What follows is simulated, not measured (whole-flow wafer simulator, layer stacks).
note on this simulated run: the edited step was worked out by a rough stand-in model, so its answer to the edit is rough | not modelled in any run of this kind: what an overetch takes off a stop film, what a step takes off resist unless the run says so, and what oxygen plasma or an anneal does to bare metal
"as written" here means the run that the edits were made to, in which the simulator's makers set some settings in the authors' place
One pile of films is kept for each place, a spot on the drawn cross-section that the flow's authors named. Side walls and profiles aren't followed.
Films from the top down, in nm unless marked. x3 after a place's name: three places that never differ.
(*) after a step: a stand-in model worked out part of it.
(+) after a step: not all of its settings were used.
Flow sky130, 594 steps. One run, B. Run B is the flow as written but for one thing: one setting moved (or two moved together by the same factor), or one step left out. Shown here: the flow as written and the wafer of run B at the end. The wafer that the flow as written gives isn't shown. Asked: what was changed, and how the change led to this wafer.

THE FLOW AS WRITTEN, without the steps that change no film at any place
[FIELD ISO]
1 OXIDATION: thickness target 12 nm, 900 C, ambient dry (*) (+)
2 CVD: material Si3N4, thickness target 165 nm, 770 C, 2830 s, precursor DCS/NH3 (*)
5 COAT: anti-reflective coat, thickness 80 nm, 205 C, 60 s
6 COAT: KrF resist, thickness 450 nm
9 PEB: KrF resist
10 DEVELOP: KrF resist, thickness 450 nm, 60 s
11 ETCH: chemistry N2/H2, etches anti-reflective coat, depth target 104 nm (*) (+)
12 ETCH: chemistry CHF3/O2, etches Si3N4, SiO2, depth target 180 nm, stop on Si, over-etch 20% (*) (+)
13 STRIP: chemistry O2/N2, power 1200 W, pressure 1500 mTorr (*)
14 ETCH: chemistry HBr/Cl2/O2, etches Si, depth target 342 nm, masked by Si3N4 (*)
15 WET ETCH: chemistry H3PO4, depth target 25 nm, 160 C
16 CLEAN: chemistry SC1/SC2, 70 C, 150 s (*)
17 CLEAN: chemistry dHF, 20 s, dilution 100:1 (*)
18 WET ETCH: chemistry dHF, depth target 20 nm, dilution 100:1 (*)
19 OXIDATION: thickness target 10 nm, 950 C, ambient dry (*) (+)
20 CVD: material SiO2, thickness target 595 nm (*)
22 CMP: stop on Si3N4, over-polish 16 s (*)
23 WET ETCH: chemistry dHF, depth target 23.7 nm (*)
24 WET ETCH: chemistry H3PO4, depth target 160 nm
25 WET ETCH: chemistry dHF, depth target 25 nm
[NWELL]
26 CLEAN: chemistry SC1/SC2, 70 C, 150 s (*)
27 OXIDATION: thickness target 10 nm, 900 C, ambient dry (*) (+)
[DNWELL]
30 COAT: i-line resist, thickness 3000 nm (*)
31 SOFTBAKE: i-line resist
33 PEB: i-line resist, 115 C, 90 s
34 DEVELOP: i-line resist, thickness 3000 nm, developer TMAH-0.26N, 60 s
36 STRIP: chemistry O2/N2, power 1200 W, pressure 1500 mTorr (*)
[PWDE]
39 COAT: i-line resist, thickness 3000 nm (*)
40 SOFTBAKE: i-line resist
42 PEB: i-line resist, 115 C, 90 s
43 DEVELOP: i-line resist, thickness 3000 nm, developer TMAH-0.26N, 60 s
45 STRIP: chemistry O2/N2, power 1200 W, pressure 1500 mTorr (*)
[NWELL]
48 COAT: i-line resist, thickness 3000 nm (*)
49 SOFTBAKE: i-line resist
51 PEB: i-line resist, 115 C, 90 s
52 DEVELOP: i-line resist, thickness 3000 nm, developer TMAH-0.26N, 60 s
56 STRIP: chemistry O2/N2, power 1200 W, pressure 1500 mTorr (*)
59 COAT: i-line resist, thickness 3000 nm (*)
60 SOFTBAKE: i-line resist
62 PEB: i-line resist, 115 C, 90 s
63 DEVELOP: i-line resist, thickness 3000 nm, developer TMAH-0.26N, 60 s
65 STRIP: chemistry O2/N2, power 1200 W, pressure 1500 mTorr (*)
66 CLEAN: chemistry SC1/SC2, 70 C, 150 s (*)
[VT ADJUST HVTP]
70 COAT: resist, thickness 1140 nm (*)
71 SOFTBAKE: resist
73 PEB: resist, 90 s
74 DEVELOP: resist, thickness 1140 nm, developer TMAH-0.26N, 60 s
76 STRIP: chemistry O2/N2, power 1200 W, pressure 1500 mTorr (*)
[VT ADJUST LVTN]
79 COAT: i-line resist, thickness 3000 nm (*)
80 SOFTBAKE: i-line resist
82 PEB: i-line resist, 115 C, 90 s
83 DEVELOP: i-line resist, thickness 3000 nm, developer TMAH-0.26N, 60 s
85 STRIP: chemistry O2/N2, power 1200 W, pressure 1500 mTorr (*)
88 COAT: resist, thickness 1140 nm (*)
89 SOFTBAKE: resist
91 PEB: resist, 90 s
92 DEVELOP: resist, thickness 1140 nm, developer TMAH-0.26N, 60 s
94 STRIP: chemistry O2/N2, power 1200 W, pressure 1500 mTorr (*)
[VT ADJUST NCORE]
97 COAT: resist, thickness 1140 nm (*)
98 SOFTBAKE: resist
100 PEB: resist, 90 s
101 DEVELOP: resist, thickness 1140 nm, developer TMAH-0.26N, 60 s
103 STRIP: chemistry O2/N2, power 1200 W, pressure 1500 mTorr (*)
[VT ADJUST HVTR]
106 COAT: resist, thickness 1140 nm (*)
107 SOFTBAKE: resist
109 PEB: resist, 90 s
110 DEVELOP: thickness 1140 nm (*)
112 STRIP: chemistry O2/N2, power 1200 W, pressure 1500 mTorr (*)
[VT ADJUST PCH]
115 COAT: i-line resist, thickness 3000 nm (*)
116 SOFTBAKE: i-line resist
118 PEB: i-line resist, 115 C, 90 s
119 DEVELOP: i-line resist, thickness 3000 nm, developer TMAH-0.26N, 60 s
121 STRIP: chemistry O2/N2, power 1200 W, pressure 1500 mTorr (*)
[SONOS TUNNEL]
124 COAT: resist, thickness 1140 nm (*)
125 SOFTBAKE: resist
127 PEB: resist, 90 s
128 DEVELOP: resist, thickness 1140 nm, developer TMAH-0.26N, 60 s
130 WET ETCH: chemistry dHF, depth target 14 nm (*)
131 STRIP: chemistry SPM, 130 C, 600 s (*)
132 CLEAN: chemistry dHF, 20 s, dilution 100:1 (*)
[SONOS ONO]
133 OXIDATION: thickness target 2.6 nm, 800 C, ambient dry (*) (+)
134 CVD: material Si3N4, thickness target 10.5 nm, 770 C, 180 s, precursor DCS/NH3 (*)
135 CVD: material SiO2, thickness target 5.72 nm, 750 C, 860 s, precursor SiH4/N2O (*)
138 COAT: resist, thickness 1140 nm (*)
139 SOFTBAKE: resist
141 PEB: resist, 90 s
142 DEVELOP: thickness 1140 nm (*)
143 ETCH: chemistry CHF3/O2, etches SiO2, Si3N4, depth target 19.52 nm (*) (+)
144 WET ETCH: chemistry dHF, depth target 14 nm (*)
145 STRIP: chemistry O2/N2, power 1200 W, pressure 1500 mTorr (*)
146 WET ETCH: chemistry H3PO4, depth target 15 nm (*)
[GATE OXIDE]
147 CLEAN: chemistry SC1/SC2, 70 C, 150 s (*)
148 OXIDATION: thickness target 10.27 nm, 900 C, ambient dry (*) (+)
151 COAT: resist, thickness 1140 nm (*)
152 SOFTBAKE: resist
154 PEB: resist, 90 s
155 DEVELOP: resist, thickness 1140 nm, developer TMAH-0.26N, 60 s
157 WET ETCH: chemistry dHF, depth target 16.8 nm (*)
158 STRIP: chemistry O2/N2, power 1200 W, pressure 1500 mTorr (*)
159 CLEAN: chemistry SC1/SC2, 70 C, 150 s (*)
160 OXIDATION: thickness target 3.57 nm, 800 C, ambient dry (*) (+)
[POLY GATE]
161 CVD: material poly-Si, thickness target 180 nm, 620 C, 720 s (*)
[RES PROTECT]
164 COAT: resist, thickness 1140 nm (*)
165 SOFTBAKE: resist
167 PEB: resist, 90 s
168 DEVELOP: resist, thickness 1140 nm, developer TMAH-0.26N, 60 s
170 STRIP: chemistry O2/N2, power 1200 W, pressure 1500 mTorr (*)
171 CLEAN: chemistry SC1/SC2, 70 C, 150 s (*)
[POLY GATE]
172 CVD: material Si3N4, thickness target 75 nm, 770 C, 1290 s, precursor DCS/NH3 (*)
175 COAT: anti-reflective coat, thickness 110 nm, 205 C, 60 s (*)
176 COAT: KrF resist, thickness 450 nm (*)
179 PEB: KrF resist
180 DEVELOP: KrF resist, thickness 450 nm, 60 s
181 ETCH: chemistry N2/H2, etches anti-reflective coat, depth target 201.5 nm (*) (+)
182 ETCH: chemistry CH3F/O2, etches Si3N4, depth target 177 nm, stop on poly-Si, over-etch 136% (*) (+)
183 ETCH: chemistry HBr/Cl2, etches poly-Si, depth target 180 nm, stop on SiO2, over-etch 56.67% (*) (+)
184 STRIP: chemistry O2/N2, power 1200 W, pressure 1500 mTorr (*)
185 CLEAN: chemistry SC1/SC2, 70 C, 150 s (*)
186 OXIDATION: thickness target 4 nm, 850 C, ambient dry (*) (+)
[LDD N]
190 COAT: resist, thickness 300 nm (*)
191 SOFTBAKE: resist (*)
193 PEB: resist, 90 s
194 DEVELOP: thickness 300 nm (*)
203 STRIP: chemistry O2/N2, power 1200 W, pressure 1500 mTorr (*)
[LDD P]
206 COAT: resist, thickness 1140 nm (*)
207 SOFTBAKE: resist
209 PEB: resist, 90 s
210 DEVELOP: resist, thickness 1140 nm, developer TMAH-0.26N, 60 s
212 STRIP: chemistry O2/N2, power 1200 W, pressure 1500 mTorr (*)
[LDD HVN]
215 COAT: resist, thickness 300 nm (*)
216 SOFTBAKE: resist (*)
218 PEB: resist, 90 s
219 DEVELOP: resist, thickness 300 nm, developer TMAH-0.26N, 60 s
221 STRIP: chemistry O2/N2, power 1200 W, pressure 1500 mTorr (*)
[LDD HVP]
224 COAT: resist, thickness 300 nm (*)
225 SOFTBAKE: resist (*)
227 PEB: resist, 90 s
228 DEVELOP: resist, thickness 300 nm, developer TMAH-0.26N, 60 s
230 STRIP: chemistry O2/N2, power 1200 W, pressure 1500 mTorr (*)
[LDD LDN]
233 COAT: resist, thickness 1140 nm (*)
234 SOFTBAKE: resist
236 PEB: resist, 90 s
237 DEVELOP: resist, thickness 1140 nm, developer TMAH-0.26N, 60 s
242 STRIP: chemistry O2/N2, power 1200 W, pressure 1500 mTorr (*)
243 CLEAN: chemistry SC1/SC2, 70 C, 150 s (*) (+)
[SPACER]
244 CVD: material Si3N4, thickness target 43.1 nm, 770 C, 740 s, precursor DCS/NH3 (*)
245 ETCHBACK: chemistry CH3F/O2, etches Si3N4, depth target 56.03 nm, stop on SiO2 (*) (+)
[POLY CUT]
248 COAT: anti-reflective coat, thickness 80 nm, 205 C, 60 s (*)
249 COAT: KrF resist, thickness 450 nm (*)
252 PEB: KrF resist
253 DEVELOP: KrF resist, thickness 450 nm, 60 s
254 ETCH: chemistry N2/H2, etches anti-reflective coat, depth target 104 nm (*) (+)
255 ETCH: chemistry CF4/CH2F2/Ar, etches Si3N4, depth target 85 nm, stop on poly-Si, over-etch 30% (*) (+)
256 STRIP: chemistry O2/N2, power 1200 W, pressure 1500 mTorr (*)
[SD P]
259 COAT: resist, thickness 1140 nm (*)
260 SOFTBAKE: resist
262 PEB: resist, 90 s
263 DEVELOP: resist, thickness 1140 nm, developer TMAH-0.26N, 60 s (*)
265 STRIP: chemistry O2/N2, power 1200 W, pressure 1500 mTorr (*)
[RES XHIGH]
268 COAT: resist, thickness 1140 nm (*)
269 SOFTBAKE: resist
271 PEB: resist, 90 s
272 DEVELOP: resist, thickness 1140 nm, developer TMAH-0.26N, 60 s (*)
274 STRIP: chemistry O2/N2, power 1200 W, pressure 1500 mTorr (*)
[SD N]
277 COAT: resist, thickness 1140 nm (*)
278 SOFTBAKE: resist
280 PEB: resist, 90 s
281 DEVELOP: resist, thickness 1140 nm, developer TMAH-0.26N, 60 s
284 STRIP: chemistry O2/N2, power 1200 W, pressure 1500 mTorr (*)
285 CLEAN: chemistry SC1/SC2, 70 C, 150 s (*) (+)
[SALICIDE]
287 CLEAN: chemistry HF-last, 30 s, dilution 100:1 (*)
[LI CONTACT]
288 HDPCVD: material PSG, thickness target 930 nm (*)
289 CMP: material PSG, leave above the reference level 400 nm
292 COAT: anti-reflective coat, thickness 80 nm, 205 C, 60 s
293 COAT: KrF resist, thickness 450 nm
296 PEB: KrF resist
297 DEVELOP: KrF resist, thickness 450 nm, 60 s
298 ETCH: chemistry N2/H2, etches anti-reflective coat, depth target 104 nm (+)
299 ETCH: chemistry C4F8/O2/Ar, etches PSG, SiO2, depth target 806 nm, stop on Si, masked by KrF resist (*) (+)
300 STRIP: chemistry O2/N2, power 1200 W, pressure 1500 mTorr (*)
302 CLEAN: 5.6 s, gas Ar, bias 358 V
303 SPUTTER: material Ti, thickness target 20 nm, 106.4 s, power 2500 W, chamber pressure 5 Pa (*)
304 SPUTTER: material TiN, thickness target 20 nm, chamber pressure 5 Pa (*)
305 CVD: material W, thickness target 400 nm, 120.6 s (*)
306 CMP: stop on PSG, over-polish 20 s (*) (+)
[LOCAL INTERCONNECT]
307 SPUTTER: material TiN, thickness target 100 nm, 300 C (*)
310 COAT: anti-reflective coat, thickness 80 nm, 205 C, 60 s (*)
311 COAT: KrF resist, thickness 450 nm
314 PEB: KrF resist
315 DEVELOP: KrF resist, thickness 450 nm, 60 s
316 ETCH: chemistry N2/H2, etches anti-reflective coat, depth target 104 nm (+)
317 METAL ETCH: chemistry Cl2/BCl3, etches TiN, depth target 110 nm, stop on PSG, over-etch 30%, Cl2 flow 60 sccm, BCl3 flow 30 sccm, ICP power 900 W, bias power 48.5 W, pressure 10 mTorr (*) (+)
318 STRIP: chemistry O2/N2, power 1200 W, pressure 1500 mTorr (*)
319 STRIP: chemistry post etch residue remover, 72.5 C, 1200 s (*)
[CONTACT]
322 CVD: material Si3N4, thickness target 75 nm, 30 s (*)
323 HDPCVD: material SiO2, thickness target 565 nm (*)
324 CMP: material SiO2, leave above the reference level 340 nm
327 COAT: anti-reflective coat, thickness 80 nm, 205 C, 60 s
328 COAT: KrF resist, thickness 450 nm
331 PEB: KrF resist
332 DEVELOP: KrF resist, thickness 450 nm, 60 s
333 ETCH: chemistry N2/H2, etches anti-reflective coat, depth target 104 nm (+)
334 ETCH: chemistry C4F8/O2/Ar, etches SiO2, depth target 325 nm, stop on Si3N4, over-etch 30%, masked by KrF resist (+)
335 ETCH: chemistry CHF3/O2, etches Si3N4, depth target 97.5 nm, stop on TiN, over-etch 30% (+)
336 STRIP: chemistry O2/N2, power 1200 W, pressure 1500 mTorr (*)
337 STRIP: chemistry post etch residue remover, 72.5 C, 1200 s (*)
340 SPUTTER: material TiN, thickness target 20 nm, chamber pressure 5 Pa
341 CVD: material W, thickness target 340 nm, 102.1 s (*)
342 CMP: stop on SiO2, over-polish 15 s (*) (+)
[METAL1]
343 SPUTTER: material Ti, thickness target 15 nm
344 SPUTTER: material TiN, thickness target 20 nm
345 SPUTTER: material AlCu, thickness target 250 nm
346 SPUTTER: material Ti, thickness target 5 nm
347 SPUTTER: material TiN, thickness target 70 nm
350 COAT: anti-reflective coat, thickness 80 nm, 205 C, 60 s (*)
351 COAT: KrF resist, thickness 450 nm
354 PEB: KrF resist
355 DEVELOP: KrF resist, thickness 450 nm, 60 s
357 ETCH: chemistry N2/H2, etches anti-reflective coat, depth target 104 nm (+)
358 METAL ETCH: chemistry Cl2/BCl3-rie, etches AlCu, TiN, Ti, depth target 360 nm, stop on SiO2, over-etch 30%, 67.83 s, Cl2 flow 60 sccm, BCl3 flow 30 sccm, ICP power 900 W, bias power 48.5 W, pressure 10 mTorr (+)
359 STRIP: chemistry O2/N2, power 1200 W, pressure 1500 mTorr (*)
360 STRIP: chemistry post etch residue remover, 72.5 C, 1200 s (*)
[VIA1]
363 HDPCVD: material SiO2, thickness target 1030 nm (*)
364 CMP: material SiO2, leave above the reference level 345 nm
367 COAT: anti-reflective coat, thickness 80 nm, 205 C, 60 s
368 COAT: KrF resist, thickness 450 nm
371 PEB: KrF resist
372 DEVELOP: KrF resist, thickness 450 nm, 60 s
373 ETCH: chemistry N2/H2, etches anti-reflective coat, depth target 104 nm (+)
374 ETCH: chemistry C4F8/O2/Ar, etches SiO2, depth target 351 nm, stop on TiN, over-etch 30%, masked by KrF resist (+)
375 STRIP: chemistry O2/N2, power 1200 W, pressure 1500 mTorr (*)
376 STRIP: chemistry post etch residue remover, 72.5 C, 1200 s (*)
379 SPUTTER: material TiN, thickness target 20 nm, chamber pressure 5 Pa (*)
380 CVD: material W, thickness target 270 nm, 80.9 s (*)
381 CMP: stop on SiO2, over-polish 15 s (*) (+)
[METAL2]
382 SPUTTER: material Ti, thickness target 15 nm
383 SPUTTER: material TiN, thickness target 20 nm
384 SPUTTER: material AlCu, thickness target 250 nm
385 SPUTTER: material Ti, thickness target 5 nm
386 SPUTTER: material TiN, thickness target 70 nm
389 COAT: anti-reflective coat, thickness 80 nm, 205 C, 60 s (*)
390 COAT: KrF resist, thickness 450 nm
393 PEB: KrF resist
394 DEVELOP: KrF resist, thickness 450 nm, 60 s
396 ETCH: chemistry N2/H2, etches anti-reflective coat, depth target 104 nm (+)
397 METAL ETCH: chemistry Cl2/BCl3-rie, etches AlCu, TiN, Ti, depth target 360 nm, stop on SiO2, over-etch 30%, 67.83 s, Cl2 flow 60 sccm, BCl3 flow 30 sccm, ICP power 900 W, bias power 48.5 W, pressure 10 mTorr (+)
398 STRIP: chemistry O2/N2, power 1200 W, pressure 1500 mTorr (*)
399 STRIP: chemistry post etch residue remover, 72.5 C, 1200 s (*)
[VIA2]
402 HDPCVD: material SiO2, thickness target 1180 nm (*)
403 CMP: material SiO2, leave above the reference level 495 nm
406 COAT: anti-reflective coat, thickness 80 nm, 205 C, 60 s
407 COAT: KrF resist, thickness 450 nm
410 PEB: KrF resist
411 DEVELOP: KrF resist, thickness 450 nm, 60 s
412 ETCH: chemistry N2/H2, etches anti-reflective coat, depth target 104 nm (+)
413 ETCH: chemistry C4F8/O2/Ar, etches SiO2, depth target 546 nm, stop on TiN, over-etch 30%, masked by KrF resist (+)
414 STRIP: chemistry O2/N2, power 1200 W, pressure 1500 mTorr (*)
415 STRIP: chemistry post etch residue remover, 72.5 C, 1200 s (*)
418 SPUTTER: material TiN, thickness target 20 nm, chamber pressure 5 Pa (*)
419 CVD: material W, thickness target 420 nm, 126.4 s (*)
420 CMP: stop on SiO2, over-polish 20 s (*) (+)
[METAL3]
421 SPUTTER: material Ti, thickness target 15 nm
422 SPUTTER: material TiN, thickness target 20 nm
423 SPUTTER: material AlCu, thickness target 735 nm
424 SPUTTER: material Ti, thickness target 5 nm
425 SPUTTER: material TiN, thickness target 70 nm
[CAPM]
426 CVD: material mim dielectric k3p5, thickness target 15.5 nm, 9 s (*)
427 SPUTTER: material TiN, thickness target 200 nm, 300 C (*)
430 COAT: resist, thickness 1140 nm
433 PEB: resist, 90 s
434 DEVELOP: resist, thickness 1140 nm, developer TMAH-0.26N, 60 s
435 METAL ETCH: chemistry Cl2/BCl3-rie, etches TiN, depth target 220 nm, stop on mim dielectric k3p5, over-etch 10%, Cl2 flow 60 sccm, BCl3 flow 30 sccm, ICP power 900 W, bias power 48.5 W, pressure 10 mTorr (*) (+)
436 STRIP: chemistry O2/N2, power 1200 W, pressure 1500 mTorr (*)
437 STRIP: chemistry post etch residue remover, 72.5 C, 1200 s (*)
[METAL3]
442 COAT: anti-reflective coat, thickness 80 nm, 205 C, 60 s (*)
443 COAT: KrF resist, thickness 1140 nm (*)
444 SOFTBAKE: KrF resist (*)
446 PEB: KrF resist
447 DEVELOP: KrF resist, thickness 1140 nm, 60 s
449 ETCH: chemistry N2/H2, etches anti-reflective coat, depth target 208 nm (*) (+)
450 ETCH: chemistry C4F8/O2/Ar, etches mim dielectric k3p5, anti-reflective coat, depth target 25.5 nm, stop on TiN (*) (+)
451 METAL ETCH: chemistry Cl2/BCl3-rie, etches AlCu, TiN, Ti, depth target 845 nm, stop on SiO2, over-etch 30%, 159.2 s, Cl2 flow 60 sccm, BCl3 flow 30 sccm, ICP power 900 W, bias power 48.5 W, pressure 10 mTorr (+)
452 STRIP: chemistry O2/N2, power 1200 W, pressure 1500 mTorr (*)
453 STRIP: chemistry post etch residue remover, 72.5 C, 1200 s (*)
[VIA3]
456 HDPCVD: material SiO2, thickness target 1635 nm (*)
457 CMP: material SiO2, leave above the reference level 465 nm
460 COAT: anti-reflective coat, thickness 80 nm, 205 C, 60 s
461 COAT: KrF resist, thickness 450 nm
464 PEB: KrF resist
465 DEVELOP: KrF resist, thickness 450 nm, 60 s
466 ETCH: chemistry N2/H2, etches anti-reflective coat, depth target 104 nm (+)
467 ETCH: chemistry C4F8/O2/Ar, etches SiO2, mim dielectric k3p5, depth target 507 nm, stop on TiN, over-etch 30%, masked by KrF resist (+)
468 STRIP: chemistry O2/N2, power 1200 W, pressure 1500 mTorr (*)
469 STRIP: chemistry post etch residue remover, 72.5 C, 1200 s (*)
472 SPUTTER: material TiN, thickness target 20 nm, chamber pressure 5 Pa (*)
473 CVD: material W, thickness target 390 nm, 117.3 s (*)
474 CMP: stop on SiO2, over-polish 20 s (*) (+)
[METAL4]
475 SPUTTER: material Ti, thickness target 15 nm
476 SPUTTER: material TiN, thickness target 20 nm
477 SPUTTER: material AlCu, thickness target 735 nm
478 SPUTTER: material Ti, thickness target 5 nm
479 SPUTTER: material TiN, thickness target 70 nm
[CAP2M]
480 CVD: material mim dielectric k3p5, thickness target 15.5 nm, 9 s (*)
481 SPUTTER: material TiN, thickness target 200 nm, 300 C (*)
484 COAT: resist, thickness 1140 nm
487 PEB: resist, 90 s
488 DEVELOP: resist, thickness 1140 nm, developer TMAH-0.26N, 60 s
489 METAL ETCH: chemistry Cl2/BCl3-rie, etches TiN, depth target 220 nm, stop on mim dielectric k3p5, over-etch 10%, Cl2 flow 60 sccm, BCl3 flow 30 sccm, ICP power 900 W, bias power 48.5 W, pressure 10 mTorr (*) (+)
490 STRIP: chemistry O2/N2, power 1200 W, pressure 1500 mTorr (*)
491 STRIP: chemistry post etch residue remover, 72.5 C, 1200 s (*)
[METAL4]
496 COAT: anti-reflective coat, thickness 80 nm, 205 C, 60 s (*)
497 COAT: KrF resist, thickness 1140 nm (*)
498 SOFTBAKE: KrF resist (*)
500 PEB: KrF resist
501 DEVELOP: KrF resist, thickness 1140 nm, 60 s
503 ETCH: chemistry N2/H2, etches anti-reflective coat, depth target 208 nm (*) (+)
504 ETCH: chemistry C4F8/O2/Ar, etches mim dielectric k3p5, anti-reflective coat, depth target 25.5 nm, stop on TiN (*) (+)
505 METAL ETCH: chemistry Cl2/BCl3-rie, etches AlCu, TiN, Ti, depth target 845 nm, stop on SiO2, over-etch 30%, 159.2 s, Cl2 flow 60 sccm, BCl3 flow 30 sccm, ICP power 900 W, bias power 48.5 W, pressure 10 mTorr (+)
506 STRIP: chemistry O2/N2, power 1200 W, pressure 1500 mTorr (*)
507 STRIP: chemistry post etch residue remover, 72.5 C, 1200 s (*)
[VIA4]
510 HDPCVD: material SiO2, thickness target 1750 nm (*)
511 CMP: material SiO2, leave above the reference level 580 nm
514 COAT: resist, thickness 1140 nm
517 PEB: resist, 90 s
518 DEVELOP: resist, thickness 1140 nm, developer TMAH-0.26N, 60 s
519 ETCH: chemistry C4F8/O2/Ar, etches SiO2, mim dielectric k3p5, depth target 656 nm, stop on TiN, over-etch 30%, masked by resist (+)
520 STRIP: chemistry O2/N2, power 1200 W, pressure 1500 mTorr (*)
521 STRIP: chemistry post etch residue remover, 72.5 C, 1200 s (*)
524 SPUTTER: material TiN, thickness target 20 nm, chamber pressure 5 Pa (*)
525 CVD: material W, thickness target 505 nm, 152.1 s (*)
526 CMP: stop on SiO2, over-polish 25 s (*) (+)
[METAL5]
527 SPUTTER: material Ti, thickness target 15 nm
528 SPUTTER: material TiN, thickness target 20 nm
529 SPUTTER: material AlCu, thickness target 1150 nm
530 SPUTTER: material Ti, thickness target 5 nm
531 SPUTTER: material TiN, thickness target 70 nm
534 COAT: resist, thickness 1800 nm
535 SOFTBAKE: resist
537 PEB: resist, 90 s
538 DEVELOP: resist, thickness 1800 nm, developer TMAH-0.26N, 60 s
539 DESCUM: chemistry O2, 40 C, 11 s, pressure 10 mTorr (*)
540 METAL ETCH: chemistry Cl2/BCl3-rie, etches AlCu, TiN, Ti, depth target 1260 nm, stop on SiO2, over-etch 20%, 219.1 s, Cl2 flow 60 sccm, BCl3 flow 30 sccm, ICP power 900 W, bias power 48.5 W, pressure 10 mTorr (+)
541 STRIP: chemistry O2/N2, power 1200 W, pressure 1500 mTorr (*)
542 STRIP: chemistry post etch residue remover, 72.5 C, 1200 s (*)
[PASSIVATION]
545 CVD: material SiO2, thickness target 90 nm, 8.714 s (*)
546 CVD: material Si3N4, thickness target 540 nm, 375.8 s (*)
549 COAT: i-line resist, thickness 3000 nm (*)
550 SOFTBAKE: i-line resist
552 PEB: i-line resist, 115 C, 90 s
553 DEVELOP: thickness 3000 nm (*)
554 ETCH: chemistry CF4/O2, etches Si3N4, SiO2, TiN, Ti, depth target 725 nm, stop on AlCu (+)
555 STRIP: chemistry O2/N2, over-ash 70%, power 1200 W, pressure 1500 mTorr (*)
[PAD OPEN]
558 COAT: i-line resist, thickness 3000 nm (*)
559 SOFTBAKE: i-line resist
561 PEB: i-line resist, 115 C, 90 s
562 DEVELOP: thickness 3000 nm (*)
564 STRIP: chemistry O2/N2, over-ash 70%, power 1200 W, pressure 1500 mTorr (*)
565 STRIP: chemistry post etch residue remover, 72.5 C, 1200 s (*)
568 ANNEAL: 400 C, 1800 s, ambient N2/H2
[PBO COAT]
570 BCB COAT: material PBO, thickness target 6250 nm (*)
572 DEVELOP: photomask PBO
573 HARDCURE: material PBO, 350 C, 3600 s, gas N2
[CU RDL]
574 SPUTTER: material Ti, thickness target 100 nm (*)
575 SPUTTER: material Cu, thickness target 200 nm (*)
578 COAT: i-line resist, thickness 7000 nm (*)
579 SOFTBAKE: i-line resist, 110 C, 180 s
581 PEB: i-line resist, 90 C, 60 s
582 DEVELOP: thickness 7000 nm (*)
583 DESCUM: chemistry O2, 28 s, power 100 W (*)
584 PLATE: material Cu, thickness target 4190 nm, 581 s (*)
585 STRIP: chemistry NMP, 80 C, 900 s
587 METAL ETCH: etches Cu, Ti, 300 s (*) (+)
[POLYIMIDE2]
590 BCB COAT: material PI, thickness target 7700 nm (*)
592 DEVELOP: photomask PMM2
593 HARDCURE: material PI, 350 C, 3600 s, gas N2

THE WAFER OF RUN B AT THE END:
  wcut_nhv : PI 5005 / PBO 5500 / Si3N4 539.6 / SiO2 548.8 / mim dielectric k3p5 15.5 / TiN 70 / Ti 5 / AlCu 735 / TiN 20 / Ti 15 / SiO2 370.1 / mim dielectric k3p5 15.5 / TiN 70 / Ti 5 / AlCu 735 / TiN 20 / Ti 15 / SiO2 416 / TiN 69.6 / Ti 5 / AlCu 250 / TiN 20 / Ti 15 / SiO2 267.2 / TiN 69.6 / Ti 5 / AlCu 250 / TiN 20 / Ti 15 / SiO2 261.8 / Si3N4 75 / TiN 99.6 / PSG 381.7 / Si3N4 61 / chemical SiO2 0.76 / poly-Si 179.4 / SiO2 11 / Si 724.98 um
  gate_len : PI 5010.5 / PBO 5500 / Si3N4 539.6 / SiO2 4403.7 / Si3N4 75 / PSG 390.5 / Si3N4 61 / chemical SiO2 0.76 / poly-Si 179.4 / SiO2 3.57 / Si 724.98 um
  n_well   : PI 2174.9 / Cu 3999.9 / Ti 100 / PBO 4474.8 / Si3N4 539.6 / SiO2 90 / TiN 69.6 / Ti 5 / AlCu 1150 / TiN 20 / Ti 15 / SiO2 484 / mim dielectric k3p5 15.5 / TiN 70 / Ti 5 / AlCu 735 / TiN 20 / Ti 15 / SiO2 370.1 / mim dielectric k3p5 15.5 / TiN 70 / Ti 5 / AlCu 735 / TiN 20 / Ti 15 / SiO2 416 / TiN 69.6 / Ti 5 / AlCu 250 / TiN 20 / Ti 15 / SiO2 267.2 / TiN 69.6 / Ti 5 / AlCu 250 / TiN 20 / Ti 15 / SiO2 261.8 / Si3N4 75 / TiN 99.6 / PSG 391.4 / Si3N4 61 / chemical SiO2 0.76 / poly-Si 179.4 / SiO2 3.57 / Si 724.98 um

The cause: step 570, BCB COAT: thickness target 6875 nm was run, where the flow has thickness target 6250 nm.

How the change led to this, step by step:
  570 BCB COAT: material PBO, thickness target 6250 nm (*)
      dice_street, vpp_sp, vpp_ln and 71 more: PBO +6875 (new film) (as written it would be: PBO +6250 (new film))
      gate_p_sd, active_p, spacer_p and 8 more: PBO +6881.9 (new film) (as written it would be: PBO +6257.1 (new film))
      (and at 108 more places)
  572 DEVELOP: photomask PBO
      pad: PBO -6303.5 (all of it) (as written it would be: PBO -5678.7 (all of it))
  573 HARDCURE: material PBO, 350 C, 3600 s, gas N2
      dice_street, vpp_sp, vpp_ln and 71 more: PBO -1375 (as written it would be: PBO -1250)
      vpp_tail, gate_hv_sd, active_hv5, spacer_hv5, gate_p_g5v0_sd, active_p_g5v0, spacer_p_g5v0, field_nw_hv: PBO -1376.4 (as written it would be: PBO -1251.4)
      (and at 110 more places)
  578 COAT: i-line resist, thickness 7000 nm (*)
      pad: i-line resist +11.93 um (new film) (as written it would be: i-line resist +11.43 um (new film))
  579 SOFTBAKE: i-line resist, 110 C, 180 s
      iso_guard: i-line resist -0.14 (as written it would be: i-line resist +0.64)
      npn_par_e: i-line resist -0.38 (as written it would be: i-line resist +0.35)
      (and at 51 more places)
  582 DEVELOP: thickness 7000 nm (*)
      pad: i-line resist -11.93 um (all of it) (as written it would be: i-line resist -11.43 um (all of it))
  590 BCB COAT: material PI, thickness target 7700 nm (*)
      pad: PI +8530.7 (new film) (as written it would be: PI +8030.8 (new film))
  592 DEVELOP: photomask PMM2
      pad: PI -8530.7 (all of it) (as written it would be: PI -8030.8 (all of it))
